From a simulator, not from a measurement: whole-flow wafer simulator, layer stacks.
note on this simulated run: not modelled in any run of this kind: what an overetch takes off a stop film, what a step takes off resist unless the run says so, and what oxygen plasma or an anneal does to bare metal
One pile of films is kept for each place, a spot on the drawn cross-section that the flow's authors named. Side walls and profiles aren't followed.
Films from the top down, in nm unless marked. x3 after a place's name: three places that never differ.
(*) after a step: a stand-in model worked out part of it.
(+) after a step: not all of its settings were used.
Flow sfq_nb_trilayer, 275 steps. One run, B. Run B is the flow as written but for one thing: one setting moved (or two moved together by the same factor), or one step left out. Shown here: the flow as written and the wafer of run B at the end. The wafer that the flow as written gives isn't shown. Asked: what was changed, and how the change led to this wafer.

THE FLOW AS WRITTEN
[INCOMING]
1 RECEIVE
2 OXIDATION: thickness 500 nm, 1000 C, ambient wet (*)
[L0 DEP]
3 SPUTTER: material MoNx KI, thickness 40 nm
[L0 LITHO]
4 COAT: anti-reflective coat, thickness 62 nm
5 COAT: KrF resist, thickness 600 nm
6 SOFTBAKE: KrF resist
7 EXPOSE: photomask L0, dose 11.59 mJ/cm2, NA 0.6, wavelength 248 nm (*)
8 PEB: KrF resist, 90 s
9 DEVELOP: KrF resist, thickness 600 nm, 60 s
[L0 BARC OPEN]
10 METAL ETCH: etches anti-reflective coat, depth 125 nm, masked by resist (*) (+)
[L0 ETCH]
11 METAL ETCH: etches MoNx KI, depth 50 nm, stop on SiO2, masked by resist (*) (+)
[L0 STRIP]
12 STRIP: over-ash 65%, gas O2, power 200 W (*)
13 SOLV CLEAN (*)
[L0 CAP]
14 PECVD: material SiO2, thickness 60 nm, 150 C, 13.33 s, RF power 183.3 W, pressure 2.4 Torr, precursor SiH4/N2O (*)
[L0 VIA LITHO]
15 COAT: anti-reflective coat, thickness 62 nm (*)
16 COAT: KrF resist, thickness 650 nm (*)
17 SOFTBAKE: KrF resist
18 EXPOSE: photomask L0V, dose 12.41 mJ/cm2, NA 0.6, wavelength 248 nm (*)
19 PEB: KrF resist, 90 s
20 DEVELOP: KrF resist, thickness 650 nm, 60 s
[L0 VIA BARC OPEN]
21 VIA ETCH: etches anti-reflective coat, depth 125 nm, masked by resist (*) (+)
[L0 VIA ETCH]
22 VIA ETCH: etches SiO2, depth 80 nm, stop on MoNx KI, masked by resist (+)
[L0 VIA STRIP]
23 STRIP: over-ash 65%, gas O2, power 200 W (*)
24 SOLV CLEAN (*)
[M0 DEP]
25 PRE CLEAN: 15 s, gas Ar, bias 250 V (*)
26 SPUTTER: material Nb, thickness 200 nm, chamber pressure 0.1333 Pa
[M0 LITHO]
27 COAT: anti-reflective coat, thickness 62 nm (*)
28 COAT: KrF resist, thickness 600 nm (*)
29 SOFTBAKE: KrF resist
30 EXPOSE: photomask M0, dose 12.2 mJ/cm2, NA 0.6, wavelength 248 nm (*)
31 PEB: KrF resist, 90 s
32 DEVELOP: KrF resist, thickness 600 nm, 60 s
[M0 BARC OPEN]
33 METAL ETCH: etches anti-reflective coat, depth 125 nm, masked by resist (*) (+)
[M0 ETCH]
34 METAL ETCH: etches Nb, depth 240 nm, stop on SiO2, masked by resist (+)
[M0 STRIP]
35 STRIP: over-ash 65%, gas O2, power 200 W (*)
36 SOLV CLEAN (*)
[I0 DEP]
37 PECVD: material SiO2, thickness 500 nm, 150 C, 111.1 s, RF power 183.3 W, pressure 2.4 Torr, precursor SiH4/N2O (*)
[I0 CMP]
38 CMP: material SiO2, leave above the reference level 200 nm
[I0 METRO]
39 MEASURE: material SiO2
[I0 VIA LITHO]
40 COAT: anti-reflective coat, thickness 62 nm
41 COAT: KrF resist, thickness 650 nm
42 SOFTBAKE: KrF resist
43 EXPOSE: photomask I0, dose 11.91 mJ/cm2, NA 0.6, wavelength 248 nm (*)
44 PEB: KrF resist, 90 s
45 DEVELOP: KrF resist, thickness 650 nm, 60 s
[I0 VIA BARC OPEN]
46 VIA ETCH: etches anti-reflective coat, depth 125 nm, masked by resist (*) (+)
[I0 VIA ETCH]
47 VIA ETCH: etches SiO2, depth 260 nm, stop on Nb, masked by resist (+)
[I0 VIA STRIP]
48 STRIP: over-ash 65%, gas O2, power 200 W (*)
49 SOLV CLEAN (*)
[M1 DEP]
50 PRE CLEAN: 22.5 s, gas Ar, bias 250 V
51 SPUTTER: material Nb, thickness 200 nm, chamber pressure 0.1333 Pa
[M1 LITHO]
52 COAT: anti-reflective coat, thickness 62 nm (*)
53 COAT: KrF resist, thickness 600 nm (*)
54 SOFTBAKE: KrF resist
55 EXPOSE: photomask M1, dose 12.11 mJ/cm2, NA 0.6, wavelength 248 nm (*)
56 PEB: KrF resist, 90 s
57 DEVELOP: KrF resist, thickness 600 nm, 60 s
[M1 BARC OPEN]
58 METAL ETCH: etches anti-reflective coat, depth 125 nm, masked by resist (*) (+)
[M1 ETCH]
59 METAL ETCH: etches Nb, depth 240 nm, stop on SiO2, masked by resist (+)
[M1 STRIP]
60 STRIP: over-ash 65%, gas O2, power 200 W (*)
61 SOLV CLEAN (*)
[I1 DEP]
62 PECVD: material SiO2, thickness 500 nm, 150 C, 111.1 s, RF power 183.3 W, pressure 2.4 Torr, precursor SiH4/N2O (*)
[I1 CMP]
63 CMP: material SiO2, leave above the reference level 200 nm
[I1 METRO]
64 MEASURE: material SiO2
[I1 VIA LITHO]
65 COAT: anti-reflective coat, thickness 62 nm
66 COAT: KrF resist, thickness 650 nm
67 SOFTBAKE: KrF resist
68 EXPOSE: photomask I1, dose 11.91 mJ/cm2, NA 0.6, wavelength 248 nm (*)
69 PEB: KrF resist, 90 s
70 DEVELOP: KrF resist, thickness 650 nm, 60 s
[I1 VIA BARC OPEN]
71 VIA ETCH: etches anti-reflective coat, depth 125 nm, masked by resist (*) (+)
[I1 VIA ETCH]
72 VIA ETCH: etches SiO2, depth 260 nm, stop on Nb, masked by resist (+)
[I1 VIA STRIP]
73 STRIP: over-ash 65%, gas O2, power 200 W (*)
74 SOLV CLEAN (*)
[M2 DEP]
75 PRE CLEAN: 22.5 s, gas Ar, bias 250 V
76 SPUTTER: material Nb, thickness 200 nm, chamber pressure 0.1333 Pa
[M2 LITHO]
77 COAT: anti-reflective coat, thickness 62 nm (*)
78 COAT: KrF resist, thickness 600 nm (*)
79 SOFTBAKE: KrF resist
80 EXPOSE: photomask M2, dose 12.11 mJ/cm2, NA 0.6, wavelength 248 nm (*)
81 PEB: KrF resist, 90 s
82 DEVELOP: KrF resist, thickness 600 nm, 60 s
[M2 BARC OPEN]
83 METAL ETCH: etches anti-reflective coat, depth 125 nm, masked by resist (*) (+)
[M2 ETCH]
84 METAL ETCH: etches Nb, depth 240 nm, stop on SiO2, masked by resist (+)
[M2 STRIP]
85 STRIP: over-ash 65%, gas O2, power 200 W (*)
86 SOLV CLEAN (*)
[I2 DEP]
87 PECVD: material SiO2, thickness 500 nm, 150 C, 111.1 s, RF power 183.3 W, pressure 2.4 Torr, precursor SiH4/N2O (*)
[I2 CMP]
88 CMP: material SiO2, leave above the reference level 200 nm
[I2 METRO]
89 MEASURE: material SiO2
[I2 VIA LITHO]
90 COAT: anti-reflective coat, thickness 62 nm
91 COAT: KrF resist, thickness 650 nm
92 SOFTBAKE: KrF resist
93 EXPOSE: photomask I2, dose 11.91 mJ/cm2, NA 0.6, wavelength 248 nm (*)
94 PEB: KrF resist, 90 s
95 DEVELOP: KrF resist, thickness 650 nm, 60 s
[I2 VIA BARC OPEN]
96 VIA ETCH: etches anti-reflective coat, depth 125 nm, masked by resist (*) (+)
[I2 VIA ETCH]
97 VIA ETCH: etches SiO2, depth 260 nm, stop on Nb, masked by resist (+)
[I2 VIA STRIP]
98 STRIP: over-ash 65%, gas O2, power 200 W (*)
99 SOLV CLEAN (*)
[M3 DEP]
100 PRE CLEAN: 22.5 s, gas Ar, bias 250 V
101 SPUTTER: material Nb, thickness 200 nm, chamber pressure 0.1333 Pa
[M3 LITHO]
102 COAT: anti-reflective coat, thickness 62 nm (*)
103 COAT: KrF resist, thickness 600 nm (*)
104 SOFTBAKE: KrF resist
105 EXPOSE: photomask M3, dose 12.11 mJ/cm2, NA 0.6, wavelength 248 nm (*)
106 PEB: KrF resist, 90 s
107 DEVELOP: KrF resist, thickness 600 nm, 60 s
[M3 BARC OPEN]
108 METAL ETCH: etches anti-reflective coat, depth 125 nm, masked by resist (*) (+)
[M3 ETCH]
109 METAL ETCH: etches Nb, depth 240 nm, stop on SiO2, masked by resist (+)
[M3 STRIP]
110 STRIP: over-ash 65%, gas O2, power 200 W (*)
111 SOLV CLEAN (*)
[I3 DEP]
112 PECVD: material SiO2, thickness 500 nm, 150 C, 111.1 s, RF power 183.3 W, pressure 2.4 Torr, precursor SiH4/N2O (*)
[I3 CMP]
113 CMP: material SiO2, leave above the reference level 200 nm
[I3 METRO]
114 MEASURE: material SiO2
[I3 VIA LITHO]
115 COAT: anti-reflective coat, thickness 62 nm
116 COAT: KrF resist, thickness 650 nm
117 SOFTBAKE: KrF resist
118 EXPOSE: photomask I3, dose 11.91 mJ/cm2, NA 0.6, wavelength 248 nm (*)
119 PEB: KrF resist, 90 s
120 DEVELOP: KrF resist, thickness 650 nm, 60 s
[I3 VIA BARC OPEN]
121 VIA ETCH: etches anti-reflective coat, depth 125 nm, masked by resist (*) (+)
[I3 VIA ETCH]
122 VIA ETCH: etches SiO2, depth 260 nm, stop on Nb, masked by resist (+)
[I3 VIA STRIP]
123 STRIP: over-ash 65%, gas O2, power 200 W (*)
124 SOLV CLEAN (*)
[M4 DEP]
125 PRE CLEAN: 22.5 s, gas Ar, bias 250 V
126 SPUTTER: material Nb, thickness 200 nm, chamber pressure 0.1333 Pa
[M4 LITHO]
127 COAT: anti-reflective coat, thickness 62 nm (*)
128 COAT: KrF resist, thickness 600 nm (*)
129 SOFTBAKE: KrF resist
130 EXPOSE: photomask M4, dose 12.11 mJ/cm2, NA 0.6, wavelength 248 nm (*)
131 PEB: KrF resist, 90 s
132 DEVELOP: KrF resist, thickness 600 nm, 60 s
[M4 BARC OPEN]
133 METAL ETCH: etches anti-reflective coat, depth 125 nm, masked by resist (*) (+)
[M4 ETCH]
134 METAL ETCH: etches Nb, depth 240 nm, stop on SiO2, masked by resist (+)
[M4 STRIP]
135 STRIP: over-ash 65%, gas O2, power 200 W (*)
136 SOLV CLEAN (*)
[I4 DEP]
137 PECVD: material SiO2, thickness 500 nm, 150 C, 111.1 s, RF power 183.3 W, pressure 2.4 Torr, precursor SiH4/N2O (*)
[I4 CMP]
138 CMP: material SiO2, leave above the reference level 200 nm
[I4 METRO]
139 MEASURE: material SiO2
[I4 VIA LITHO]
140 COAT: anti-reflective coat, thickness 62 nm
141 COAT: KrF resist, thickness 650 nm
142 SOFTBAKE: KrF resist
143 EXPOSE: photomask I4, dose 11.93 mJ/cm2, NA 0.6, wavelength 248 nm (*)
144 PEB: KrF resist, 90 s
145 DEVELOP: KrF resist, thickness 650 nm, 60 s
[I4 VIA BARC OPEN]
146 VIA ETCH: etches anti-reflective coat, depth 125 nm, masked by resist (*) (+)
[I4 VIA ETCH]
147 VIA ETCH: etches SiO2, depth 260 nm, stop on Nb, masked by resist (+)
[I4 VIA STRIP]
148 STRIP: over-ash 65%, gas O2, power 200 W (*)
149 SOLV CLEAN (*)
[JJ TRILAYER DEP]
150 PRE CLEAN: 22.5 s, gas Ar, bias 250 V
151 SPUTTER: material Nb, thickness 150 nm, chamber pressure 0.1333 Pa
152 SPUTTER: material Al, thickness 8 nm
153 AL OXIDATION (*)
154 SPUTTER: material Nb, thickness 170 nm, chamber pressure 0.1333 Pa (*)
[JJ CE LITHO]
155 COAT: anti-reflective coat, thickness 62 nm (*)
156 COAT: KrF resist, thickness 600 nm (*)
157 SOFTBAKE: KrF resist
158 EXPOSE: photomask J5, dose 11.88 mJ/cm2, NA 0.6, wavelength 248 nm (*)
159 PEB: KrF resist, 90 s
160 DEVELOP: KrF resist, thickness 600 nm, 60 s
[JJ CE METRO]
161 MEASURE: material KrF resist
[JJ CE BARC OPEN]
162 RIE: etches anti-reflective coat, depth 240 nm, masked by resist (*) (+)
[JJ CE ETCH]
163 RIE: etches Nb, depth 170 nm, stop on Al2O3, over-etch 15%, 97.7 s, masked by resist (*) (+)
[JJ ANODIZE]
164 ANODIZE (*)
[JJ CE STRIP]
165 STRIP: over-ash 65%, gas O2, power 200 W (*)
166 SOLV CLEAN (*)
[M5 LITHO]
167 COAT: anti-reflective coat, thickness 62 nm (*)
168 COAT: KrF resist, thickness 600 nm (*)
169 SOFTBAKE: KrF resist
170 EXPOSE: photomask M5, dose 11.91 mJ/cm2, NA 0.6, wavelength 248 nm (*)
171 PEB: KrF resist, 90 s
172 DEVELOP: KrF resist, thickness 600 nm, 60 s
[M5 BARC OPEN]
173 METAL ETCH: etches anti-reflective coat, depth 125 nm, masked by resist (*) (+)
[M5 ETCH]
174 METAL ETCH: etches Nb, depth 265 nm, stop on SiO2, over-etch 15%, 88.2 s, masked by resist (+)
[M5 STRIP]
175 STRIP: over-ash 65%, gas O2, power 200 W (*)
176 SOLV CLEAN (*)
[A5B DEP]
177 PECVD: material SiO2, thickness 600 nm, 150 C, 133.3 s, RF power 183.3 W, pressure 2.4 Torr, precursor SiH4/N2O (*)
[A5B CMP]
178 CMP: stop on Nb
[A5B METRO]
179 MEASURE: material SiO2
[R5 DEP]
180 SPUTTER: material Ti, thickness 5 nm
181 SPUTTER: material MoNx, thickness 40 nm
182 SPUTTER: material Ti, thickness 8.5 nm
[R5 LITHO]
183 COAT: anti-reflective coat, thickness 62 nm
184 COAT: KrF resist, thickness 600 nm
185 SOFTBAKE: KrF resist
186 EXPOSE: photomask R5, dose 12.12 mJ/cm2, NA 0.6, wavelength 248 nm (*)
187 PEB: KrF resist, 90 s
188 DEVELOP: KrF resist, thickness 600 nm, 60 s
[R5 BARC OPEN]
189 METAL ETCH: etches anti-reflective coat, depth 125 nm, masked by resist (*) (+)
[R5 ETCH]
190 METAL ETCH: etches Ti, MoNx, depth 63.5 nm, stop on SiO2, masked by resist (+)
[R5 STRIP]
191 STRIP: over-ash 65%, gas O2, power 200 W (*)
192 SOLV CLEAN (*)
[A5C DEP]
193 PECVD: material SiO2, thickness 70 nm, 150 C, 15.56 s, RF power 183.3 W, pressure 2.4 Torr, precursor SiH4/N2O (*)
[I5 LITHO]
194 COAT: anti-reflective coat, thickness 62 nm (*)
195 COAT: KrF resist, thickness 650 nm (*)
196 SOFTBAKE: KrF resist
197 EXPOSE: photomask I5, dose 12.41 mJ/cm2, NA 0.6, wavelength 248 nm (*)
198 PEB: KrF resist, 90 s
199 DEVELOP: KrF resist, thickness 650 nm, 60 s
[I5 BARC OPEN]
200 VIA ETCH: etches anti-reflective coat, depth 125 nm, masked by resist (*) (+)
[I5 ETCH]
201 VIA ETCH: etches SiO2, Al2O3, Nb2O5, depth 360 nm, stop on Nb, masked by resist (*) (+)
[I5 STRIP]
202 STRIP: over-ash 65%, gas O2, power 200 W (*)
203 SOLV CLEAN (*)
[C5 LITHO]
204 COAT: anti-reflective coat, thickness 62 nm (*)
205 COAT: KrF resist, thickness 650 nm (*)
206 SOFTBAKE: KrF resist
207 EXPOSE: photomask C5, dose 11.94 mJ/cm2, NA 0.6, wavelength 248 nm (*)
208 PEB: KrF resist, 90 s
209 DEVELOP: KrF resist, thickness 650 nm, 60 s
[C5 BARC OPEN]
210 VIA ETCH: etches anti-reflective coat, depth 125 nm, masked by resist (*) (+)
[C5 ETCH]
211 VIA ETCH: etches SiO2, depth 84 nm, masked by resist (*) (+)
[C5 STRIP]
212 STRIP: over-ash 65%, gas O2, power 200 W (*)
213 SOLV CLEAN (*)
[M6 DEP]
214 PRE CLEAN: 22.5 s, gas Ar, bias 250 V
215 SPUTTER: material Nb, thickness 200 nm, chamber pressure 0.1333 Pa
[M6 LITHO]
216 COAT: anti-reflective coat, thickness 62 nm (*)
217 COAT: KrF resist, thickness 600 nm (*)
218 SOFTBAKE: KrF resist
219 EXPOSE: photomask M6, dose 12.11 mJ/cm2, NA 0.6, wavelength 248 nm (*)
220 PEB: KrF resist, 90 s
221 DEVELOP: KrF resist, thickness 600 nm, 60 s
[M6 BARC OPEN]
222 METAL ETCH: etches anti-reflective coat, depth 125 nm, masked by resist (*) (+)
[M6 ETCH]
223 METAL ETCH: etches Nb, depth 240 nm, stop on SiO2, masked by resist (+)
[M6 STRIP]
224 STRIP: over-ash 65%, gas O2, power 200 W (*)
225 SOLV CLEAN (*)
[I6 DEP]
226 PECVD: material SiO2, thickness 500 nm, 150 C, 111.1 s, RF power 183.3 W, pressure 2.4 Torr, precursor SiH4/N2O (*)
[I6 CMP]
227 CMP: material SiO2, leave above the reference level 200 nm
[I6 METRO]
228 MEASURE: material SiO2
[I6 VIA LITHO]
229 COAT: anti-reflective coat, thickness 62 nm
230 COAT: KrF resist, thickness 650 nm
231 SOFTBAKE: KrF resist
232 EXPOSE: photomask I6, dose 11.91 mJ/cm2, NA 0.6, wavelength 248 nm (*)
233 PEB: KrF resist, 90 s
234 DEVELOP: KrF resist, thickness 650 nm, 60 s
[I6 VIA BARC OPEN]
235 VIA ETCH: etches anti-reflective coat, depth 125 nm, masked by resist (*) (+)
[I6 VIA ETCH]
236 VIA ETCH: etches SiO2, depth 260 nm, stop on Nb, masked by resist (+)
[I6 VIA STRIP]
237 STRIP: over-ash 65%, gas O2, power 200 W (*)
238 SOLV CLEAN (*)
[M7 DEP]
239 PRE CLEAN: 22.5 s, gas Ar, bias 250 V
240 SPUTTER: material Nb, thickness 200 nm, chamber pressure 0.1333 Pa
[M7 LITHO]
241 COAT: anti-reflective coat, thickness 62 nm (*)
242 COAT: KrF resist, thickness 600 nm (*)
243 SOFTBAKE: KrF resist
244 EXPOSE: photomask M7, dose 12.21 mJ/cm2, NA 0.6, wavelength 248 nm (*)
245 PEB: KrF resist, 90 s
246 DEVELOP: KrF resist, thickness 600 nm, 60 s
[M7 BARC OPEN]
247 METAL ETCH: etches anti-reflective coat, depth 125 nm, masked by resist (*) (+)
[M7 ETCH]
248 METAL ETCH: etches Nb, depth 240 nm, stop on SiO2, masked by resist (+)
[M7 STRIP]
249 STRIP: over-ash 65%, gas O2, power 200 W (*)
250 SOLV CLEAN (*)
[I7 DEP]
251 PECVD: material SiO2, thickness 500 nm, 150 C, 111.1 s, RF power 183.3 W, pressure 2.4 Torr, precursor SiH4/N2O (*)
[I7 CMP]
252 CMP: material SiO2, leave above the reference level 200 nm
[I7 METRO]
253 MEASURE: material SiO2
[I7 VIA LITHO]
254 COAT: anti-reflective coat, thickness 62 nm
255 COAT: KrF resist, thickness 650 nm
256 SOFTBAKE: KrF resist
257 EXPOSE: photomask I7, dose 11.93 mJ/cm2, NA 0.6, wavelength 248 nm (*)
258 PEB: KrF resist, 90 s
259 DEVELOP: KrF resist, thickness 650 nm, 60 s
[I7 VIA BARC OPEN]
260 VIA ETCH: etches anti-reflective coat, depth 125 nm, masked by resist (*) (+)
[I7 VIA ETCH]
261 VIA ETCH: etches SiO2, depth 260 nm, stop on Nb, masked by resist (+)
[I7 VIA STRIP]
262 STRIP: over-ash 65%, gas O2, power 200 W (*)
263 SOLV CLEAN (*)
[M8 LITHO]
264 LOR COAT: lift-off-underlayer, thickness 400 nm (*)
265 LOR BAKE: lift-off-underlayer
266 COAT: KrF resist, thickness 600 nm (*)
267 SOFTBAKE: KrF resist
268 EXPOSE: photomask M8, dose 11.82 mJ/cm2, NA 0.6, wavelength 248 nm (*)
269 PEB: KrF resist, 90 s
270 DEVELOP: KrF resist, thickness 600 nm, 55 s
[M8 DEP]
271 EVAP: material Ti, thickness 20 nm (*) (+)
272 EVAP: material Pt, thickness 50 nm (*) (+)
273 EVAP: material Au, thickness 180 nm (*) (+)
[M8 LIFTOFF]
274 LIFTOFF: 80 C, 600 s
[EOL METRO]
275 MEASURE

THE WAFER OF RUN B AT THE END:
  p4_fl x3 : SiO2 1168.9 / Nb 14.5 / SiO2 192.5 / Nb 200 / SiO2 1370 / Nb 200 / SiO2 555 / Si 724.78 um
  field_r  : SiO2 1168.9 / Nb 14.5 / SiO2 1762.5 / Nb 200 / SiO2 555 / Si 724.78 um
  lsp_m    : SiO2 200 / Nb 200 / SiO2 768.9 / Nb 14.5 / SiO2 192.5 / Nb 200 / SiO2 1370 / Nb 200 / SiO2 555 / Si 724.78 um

The cause: step 174, METAL ETCH: depth 145.5 nm was run, where the flow has depth 265 nm.

How the change led to this, step by step:
  174 METAL ETCH: etches Nb, depth 265 nm, stop on SiO2, over-etch 15%, 88.2 s, masked by resist (+)
      r_sur, res, r_end and 48 more: Al2O3 -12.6 (all of it), Nb2O5 -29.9 (all of it), Nb -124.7 (as written it would be: Al2O3 -12.6 (all of it), Nb2O5 -29.9 (all of it), Nb -139.2 (all of it), SiO2 -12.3)
      field_l, wl_a_sl: Al2O3 -12.6 (all of it), Nb2O5 -29.9 (all of it), Nb -124.8 (as written it would be: Al2O3 -12.6 (all of it), Nb2O5 -29.9 (all of it), Nb -139.2 (all of it), SiO2 -12.3)
      (and at 53 more places)
  175 STRIP: over-ash 65%, gas O2, power 200 W (*)
      l0r_line_l, l0r_line_c, l0r_space_c and 27 more: KrF resist -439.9 (all of it), anti-reflective coat -62 (all of it) (as written it would be: KrF resist -371.2 (all of it), anti-reflective coat -62 (all of it))
      wl_j_sl, wl_j_sr: KrF resist -446.7 (all of it), anti-reflective coat -83.3 (all of it) (as written it would be: KrF resist -378 (all of it), anti-reflective coat -83.3 (all of it))
      (and at 21 more places)
  177 PECVD: material SiO2, thickness 600 nm, 150 C, 133.3 s, RF power 183.3 W, pressure 2.4 Torr, precursor SiH4/N2O (*)
      field_l, p4_fl x3, p4_w1 x9 and 29 more: SiO2 +600 (new film) (as written it would be: SiO2 +600)
      r_sur, res, r_end, moat, field_r, lsp_l: SiO2 +593.9 (new film) (as written it would be: SiO2 +592.9)
      (and at 5 more places)
  178 CMP: stop on Nb
      field_l, p4_fl x3, p4_w1 x9 and 29 more: SiO2 -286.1 (as written it would be: SiO2 -259.3)
      r_sur, res, r_end, moat, field_r, lsp_l: SiO2 -280 (as written it would be: SiO2 -252.3)
      (and at 5 more places)
Counting metal films that touch as one body, p4_fl x3 has 3 bodies (between them, from the top down: SiO2 192.5; SiO2 1370); the flow as written gives 2 bodies (between them, from the top down: SiO2 1370).
Counting metal films that touch as one body, field_r has 2 bodies (between them, from the top down: SiO2 1762.5); the flow as written gives 1 body.
Counting metal films that touch as one body, lsp_m has 4 bodies (between them, from the top down: SiO2 768.9; SiO2 192.5; SiO2 1370); the flow as written gives 3 bodies (between them, from the top down: SiO2 975.9; SiO2 1370).
